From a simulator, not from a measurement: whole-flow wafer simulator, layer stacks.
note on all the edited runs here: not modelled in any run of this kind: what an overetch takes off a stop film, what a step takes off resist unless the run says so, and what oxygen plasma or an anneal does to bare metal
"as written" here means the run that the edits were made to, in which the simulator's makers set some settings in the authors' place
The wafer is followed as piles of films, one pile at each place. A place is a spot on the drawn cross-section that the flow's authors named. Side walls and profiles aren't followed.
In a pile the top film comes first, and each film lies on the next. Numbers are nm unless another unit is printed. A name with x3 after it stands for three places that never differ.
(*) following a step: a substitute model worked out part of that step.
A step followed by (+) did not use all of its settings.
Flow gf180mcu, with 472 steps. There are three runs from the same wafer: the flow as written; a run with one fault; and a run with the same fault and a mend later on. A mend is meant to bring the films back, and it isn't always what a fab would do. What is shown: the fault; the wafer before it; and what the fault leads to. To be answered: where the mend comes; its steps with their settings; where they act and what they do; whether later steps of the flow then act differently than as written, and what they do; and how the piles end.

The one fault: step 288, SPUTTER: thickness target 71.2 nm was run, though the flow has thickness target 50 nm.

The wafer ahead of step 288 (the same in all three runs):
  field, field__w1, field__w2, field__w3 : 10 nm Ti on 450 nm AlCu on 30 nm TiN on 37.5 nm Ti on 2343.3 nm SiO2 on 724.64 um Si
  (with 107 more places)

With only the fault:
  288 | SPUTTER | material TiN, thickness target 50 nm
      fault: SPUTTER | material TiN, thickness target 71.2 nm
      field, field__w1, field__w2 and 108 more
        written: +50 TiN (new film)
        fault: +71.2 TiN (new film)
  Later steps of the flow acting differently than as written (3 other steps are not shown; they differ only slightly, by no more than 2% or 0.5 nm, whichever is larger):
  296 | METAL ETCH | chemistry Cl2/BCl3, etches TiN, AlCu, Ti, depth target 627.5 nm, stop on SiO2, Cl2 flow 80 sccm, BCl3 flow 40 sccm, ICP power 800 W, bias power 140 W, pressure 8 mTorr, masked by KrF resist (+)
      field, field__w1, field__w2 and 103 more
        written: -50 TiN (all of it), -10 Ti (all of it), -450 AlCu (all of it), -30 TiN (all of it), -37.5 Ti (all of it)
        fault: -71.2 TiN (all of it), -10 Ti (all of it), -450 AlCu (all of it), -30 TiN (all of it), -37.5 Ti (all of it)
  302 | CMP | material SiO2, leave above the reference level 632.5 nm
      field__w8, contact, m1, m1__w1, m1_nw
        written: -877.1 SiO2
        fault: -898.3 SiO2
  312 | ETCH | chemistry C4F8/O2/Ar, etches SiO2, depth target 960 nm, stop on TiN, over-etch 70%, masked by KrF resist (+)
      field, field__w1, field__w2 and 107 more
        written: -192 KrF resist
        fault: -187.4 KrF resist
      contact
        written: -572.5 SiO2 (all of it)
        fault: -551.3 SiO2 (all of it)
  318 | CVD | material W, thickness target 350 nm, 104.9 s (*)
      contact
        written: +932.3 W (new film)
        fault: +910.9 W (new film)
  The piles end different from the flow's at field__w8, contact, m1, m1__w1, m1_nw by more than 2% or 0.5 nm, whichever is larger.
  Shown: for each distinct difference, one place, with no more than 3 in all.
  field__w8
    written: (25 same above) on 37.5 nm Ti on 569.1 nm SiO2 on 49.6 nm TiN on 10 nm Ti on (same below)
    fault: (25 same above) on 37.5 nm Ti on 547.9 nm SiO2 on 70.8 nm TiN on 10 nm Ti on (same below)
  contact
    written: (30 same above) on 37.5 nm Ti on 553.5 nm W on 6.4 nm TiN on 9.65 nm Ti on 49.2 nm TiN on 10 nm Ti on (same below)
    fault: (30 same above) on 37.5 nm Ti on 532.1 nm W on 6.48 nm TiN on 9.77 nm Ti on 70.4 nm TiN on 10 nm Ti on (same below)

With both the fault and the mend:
  The mend stands after step 288.
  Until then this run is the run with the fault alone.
  288a | METAL ETCH | chemistry Cl2/BCl3, etches TiN, AlCu, Ti, depth target 21.2 nm, Cl2 flow 80 sccm, BCl3 flow 40 sccm, ICP power 800 W, bias power 140 W, pressure 8 mTorr (the flow's step 260 again, with other settings)
      field, field__w1, field__w2 and 108 more
        -21.2 TiN
  None of the later steps of the flow acts differently than as written at any place that is followed.
  By the end, the piles equal the flow's at every place that both follow.
